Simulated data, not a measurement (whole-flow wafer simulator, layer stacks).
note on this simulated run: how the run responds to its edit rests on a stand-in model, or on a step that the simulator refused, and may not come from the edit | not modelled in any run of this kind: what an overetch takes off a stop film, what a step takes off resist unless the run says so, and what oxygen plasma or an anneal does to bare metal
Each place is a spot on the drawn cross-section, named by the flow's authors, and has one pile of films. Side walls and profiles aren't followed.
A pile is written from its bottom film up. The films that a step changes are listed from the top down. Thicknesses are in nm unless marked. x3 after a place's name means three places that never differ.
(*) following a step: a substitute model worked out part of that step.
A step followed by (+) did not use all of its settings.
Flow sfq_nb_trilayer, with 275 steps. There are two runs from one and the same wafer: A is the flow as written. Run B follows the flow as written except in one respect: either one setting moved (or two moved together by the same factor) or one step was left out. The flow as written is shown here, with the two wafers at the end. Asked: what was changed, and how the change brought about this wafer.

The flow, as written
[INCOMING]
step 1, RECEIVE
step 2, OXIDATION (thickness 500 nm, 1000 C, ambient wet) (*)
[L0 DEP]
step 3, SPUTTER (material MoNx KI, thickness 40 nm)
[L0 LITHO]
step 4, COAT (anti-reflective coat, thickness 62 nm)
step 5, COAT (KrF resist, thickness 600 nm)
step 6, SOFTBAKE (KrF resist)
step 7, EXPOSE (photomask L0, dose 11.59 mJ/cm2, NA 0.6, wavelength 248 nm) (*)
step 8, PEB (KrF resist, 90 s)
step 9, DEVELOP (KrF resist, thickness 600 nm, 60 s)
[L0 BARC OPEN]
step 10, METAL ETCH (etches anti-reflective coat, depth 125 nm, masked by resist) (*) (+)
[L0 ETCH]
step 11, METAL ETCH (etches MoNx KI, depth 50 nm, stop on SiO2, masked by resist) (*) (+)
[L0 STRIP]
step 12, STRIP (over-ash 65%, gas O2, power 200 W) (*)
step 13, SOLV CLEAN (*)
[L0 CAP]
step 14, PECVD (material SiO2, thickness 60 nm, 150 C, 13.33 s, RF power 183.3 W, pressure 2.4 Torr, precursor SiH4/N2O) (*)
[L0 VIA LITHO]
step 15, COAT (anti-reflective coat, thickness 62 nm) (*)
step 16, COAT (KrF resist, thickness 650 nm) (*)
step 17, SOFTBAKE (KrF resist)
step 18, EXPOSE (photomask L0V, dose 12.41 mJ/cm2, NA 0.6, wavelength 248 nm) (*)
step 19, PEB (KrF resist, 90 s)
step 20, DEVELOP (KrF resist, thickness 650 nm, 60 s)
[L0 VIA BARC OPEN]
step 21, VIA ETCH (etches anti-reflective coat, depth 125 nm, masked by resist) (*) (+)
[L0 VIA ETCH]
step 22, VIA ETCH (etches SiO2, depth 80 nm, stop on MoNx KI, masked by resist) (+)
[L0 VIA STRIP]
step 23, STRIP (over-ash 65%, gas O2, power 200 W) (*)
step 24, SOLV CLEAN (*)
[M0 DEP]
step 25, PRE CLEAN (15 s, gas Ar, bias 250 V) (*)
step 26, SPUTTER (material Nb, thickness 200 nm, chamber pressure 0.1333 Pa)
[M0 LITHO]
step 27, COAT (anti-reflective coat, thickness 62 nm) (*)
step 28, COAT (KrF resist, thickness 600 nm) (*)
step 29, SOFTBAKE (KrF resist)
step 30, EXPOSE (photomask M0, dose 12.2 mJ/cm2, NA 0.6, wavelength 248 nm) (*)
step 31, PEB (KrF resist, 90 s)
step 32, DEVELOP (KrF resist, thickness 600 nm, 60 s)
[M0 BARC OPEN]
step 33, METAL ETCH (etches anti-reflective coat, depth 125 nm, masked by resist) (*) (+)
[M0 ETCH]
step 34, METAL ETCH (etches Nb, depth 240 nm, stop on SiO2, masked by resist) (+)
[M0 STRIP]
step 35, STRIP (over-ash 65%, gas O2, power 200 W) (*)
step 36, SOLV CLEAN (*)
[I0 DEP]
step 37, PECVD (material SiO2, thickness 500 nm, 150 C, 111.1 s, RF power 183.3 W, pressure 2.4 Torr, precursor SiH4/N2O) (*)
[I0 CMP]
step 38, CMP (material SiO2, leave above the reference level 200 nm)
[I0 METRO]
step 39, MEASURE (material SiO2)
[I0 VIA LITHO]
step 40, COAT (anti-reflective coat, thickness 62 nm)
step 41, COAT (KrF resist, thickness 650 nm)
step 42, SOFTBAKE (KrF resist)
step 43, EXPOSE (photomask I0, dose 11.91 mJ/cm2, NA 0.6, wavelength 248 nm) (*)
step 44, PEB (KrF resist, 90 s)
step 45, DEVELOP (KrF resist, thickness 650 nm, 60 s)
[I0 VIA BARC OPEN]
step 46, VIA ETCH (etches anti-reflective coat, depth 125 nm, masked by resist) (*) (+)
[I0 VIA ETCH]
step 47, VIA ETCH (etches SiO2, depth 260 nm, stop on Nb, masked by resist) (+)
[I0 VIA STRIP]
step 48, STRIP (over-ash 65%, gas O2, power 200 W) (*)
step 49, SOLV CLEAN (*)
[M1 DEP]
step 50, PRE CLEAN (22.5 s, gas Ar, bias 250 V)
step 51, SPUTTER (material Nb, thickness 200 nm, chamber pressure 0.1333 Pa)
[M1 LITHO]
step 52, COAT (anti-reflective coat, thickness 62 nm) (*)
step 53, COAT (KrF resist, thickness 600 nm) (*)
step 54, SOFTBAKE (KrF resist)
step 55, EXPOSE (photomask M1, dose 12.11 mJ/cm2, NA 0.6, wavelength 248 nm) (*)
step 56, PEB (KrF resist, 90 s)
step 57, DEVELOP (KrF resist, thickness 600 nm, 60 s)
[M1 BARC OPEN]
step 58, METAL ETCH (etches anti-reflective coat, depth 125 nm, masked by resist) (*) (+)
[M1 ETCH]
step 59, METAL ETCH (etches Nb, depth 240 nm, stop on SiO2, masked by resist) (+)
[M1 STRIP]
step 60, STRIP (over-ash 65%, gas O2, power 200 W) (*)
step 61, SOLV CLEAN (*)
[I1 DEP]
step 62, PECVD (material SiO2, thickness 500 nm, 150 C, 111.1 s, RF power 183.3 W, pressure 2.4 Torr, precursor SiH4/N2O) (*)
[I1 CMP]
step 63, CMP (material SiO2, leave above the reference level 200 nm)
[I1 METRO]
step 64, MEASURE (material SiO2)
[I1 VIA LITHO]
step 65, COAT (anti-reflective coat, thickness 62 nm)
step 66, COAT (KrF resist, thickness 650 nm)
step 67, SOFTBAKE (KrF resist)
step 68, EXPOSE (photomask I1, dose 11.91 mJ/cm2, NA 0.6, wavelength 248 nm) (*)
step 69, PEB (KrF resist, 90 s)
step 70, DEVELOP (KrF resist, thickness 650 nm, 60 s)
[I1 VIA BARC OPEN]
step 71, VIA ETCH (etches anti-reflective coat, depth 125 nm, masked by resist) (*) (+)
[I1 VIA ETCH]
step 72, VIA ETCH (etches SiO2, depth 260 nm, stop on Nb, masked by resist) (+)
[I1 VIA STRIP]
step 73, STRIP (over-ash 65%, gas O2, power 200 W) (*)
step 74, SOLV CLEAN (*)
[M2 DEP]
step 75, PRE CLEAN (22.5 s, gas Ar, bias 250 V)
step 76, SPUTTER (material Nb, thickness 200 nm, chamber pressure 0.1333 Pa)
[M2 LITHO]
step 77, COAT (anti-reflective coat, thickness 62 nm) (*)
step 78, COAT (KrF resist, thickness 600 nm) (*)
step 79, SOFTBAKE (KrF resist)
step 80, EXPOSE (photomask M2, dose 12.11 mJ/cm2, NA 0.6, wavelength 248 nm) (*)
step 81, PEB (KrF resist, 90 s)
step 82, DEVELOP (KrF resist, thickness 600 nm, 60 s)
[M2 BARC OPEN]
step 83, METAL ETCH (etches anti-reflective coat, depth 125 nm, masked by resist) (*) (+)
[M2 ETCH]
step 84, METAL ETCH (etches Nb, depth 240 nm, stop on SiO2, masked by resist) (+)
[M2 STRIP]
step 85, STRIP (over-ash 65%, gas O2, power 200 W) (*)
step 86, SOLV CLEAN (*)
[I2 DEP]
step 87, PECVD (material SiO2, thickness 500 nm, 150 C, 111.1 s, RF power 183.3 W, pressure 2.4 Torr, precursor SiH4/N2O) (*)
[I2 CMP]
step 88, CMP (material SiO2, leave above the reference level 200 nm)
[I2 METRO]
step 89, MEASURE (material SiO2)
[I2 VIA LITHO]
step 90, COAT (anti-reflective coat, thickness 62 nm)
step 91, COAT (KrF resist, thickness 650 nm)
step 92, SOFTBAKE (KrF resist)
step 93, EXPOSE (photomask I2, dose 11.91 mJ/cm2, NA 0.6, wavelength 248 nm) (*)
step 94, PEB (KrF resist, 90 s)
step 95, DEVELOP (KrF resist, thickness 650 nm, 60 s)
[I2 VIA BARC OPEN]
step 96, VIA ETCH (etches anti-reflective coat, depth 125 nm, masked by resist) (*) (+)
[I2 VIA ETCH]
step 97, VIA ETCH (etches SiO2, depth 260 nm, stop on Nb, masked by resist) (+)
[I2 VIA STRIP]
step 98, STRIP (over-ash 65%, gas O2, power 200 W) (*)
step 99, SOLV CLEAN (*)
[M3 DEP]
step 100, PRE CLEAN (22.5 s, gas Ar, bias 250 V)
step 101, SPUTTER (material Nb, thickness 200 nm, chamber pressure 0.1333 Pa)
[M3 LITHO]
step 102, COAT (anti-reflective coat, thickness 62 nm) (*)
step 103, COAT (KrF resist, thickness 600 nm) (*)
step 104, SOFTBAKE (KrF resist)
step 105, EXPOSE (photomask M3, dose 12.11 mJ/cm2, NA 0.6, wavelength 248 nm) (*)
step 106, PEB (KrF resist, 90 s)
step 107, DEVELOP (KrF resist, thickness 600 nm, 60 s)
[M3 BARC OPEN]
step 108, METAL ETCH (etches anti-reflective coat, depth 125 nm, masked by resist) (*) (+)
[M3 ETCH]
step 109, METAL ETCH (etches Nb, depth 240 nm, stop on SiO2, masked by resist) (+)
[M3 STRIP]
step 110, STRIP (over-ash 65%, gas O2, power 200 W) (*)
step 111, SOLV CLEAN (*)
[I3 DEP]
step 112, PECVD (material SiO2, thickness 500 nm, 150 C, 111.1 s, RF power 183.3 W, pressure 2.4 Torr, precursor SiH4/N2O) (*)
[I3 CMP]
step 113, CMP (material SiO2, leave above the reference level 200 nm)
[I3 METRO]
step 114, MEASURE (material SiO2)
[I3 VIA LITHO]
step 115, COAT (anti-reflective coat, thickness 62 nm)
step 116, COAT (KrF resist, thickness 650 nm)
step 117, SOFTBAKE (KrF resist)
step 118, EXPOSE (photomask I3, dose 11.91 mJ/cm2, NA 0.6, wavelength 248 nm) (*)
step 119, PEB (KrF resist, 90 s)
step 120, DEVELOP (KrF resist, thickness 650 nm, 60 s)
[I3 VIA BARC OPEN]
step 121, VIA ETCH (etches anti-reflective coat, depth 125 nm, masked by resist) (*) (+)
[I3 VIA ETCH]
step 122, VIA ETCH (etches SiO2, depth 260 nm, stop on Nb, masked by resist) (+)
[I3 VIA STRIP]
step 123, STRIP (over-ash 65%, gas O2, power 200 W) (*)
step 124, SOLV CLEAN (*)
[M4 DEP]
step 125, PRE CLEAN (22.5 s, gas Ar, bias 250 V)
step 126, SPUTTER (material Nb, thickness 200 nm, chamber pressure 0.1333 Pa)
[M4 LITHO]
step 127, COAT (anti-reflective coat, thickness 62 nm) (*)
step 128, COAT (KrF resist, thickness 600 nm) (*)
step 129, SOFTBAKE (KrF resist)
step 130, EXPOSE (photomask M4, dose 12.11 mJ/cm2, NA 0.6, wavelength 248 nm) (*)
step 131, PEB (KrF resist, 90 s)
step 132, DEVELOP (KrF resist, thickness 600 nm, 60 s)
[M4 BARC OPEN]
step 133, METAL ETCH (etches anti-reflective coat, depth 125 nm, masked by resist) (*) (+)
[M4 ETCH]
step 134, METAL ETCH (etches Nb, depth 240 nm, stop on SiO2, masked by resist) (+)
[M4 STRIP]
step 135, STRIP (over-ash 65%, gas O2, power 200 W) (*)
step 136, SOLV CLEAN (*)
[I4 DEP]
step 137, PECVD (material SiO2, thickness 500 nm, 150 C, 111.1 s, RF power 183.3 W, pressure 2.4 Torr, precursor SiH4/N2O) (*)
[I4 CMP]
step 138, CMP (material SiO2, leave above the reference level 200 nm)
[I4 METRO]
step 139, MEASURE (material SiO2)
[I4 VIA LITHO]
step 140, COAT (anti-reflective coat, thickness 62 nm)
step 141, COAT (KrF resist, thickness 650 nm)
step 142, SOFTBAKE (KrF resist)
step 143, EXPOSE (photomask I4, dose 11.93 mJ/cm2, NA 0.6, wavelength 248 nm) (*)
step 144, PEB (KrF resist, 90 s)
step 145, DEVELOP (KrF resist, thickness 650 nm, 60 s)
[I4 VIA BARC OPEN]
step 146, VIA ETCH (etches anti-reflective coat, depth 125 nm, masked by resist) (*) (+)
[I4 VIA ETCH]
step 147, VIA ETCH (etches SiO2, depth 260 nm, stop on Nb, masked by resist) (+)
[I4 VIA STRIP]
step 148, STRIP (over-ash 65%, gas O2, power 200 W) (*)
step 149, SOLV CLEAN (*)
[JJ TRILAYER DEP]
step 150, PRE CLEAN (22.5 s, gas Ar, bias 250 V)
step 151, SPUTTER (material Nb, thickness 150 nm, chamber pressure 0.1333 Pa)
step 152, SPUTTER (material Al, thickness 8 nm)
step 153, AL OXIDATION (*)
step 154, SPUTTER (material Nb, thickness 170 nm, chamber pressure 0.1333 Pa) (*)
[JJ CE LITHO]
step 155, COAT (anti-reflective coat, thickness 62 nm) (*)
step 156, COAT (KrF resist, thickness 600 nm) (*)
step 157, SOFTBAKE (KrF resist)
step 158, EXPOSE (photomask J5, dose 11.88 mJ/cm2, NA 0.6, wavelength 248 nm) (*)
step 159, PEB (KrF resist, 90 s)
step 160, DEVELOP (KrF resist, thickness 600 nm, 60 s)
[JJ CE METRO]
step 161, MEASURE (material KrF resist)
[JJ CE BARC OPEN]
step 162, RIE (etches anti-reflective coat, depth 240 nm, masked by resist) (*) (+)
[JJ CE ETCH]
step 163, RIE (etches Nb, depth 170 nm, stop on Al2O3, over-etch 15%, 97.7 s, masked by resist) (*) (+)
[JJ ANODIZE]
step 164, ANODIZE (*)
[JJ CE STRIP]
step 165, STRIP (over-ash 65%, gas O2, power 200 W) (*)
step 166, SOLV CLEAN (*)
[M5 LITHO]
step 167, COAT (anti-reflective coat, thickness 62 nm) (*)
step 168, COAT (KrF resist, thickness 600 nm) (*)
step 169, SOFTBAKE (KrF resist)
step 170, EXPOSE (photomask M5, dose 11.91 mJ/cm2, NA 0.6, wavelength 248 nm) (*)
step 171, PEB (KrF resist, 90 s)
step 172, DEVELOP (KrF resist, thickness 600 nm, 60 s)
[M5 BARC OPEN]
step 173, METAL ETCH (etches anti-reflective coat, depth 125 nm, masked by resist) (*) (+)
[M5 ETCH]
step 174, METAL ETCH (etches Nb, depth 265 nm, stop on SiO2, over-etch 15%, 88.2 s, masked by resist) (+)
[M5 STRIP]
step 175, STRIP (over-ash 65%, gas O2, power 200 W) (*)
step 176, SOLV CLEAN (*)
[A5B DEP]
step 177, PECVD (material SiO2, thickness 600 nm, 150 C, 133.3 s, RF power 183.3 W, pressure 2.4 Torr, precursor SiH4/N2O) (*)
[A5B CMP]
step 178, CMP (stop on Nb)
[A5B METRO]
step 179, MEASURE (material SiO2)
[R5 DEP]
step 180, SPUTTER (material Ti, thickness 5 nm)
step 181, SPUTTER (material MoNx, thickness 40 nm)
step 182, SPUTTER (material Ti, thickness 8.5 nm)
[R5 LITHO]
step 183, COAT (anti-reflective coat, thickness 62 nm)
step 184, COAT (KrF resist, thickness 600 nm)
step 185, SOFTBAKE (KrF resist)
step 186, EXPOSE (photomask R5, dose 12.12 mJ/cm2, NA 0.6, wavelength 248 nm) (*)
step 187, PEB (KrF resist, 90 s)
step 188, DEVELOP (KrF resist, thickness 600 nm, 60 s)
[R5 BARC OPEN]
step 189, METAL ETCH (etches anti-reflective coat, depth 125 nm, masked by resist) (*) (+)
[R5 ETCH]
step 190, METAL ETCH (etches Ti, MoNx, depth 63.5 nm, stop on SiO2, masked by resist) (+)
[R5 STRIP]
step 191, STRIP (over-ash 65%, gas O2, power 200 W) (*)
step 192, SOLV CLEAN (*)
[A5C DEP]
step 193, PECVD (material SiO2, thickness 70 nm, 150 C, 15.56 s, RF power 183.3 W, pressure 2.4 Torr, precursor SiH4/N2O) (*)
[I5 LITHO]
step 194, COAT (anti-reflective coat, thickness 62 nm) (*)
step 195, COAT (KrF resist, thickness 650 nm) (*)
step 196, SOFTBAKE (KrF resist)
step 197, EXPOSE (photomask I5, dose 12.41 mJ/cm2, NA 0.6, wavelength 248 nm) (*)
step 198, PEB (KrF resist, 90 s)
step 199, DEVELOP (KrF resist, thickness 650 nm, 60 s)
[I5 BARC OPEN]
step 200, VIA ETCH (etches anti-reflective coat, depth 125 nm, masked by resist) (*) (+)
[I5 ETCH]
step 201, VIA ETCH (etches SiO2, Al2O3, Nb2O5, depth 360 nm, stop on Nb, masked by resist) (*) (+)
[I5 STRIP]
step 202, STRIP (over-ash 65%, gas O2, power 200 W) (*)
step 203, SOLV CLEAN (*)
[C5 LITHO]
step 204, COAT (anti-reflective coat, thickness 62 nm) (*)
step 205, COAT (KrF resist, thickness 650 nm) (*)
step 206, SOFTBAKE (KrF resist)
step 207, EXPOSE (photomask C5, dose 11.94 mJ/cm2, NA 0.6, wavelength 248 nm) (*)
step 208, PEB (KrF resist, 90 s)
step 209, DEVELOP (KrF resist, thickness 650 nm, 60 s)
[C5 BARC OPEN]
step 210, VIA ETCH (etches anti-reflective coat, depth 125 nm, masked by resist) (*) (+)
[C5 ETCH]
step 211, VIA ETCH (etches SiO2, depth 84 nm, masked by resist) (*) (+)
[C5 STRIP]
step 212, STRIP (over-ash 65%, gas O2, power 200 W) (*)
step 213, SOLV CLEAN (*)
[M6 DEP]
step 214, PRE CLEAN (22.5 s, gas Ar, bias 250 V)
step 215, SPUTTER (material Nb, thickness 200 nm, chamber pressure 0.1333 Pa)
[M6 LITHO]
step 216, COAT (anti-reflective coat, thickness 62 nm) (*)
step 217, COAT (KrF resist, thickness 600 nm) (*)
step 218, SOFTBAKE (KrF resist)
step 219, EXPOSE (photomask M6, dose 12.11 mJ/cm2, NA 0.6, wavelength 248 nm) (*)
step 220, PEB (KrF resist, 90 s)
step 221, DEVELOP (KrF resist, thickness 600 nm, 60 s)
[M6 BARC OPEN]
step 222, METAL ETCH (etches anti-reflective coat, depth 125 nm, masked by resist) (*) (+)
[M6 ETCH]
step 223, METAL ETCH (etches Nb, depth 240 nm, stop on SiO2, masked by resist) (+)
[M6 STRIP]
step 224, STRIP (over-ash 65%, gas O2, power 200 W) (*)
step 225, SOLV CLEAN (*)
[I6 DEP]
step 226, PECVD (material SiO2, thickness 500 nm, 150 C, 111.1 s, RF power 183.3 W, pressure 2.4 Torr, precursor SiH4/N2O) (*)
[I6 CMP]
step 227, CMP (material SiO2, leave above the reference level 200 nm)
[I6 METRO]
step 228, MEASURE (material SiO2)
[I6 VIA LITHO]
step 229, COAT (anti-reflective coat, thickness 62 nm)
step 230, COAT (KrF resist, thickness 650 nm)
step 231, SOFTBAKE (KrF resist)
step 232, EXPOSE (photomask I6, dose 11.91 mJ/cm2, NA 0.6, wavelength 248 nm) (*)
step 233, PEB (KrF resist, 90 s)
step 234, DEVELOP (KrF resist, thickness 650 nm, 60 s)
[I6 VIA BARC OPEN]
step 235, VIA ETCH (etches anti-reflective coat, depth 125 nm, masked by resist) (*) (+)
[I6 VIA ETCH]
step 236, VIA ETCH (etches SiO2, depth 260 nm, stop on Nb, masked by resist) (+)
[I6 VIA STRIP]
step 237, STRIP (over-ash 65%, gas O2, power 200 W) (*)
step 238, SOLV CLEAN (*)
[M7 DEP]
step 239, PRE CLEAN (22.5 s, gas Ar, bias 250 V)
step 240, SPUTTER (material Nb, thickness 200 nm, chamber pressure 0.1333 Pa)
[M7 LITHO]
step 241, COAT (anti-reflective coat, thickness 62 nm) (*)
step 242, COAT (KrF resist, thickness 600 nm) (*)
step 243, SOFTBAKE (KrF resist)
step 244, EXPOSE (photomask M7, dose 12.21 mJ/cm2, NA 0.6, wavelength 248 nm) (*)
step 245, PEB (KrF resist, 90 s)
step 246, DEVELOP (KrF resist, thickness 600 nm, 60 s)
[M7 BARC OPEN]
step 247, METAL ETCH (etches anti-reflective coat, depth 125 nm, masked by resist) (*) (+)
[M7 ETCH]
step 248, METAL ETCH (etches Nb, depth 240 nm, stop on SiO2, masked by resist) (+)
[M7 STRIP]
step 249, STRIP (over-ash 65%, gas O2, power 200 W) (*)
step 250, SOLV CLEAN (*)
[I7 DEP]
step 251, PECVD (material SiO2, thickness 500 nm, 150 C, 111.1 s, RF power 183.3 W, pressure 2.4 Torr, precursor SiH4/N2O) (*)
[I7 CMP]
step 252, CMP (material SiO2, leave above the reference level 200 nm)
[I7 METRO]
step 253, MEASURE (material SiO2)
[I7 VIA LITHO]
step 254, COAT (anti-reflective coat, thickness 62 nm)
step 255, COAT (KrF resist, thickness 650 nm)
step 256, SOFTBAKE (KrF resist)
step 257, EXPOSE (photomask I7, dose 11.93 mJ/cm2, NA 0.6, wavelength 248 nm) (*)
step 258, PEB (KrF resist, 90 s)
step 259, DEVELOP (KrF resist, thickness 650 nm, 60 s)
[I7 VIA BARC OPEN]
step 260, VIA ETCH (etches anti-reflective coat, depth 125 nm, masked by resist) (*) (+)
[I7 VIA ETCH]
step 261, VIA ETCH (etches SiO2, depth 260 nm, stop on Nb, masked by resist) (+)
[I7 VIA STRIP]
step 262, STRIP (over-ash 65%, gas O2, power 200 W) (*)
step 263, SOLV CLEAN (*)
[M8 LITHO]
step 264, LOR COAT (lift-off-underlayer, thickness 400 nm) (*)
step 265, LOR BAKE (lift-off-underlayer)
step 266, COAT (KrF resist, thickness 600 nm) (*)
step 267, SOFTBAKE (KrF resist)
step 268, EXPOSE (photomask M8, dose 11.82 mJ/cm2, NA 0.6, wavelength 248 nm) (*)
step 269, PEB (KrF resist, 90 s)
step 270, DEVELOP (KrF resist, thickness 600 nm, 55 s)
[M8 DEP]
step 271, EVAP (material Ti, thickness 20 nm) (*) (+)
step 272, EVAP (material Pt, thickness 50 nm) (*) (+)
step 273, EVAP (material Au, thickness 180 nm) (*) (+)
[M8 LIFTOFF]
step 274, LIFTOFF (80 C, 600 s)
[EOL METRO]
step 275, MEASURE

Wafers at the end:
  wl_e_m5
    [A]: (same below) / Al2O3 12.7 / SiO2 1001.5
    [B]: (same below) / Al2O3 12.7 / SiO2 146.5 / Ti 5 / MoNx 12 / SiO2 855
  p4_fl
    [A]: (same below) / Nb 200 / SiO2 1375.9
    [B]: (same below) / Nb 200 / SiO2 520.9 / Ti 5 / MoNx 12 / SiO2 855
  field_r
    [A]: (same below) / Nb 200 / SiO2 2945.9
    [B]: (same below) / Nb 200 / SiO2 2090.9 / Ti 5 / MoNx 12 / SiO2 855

What caused this: step 190, METAL ETCH: depth 36.5 nm was run, whereas the flow has depth 63.5 nm.

How this came from the change, step by step:
  step 190, METAL ETCH (etches Ti, MoNx, depth 63.5 nm, stop on SiO2, masked by resist) (+)
      field_l, v_sur, via_wl and 92 more: A Ti loses 8.5 (all of it), MoNx loses 40 (all of it), Ti loses 5 (all of it) | B Ti loses 8.5 (all of it), MoNx loses 28
      ce_l, c5j, ce_r, wl_jj: A Ti loses 8.5 (all of it), MoNx loses 40 (all of it), Ti loses 5 (all of it), Nb loses 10 | B Ti loses 8.5 (all of it), MoNx loses 28
      (also at 7 further places)
  step 191, STRIP (over-ash 65%, gas O2, power 200 W) (*)
      be_r, r_sur, res, r_end, r5r_line_l, r5r_line_c, r5r_line_r: A KrF resist loses 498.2 (all of it), anti-reflective coat loses 62 (all of it) | B KrF resist loses 509 (all of it), anti-reflective coat loses 62 (all of it)
  step 193, PECVD (material SiO2, thickness 70 nm, 150 C, 15.56 s, RF power 183.3 W, pressure 2.4 Torr, precursor SiH4/N2O) (*)
      field_l, v_sur, via_wl and 92 more: A SiO2 gains 70 | B SiO2 gains 70 (new film)
  step 194, COAT (anti-reflective coat, thickness 62 nm) (*)
      wl_j_sl, wl_j_sr: A anti-reflective coat gains 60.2 (new film) | B anti-reflective coat gains 62 (new film)
      r5r_spacepad_l, r5r_spacepad_r: A anti-reflective coat gains 84.4 (new film) | B anti-reflective coat gains 77.1 (new film)
      (also at 14 further places)
  step 201, VIA ETCH (etches SiO2, Al2O3, Nb2O5, depth 360 nm, stop on Nb, masked by resist) (*) (+)
      be: A SiO2 loses 216.4 (all of it), Al2O3 loses 12.7 (all of it), Nb2O5 loses 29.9 (all of it) | B SiO2 loses 69.8 (all of it), MoNx loses 12 (all of it), Ti loses 5 (all of it), SiO2 loses 146.5 (all of it), Al2O3 loses 12.7 (all of it), Nb2O5 loses 29.9 (all of it)
  step 202, STRIP (over-ash 65%, gas O2, power 200 W) (*)
      wl_j_sl, wl_j_sr: A KrF resist loses 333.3 (all of it), anti-reflective coat loses 60.2 (all of it) | B KrF resist loses 333.2 (all of it), anti-reflective coat loses 62 (all of it)
      r5r_spacepad_l, r5r_spacepad_r: A KrF resist loses 335.6 (all of it), anti-reflective coat loses 84.4 (all of it) | B KrF resist loses 334.9 (all of it), anti-reflective coat loses 77.1 (all of it)
      (also at 14 further places)
  step 204, COAT (anti-reflective coat, thickness 62 nm) (*)
      wl_j_sl, wl_j_sr: A anti-reflective coat gains 60.2 (new film) | B anti-reflective coat gains 62 (new film)
      r5r_spacepad_l, r5r_spacepad_r: A anti-reflective coat gains 84.4 (new film) | B anti-reflective coat gains 77.1 (new film)
      (also at 14 further places)
  step 210, VIA ETCH (etches anti-reflective coat, depth 125 nm, masked by resist) (*) (+)
      field_l, v_sur, via_wl and 101 more: A KrF resist loses 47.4 | B KrF resist loses 48.6
      c5j: A anti-reflective coat loses 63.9 (all of it), SiO2 loses 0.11 | B anti-reflective coat loses 61.3 (all of it), SiO2 loses 0.13
      (also at 1 further place)
  step 211, VIA ETCH (etches SiO2, depth 84 nm, masked by resist) (*) (+)
      c5j: A SiO2 loses 69.9 (all of it), Nb loses 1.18 | B SiO2 loses 69.9 (all of it)
  step 212, STRIP (over-ash 65%, gas O2, power 200 W) (*)
      wl_j_sl, wl_j_sr: A KrF resist loses 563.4 (all of it), anti-reflective coat loses 60.2 (all of it) | B KrF resist loses 562 (all of it), anti-reflective coat loses 62 (all of it)
      r5r_spacepad_l, r5r_spacepad_r: A KrF resist loses 565.8 (all of it), anti-reflective coat loses 84.4 (all of it) | B KrF resist loses 563.7 (all of it), anti-reflective coat loses 77.1 (all of it)
      (also at 12 further places)
  step 214, PRE CLEAN (22.5 s, gas Ar, bias 250 V)
      c5j: A Nb loses 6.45 | B MoNx loses 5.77
  step 215, SPUTTER (material Nb, thickness 200 nm, chamber pressure 0.1333 Pa)
      c5j: A Nb gains 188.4 | B Nb gains 189.1 (new film)
      be: A Nb gains 147.3 | B Nb gains 143.6
  step 216, COAT (anti-reflective coat, thickness 62 nm) (*)
      wl_j_sl, wl_j_sr: A anti-reflective coat gains 60.2 (new film) | B anti-reflective coat gains 62 (new film)
      r5r_line_l, r5r_line_c: A anti-reflective coat gains 50 (new film) | B anti-reflective coat gains 52.9 (new film)
      (also at 15 further places)
  step 222, METAL ETCH (etches anti-reflective coat, depth 125 nm, masked by resist) (*) (+)
      r5r_line_l, r5r_line_c: A anti-reflective coat loses 50 (all of it) | B anti-reflective coat loses 52.9 (all of it)
      r5r_spacepad_l, r5r_spacepad_r: A anti-reflective coat loses 85.7 (all of it) | B anti-reflective coat loses 77.6 (all of it)
      (also at 3 further places)
  step 224, STRIP (over-ash 65%, gas O2, power 200 W) (*)
      wl_j_sl, wl_j_sr: A KrF resist loses 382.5 (all of it), anti-reflective coat loses 60.2 (all of it) | B KrF resist loses 382.4 (all of it), anti-reflective coat loses 62 (all of it)
      be: A KrF resist loses 575.8 (all of it), anti-reflective coat loses 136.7 (all of it) | B KrF resist loses 590.2 (all of it), anti-reflective coat loses 139.7 (all of it)
      (also at 9 further places)
  step 226, PECVD (material SiO2, thickness 500 nm, 150 C, 111.1 s, RF power 183.3 W, pressure 2.4 Torr, precursor SiH4/N2O) (*)
      r5r_spacepad_l, r5r_spacepad_r: A SiO2 gains 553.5 | B SiO2 gains 534
      be: A SiO2 gains 693.5 (new film) | B SiO2 gains 714.3 (new film)
  step 227, CMP (material SiO2, leave above the reference level 200 nm)
      ce_l, ce_r, wl_jj: A SiO2 loses 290 | B SiO2 loses 300
      be_r, r_sur, r_end: A SiO2 loses 353.5 | B SiO2 loses 336.5
      (also at 7 further places)
If metal films that touch count as one body, wl_e_m5 has 7 bodies (between them, from the top down: SiO2 146.5 / Al2O3 12.7 / Nb2O5 29.9; SiO2 192.5; SiO2 192.5; SiO2 192.5; SiO2 192.5; SiO2 192.5); the flow as written gives 6 bodies (between them, from the top down: SiO2 192.5; SiO2 192.5; SiO2 192.5; SiO2 192.5; SiO2 192.5).
If metal films that touch count as one body, p4_fl has 3 bodies (between them, from the top down: SiO2 520.9; SiO2 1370); the flow as written gives 2 bodies (between them, from the top down: SiO2 1370).
If metal films that touch count as one body, field_r has 2 bodies (between them, from the top down: SiO2 2090.9); the flow as written gives 1 body.
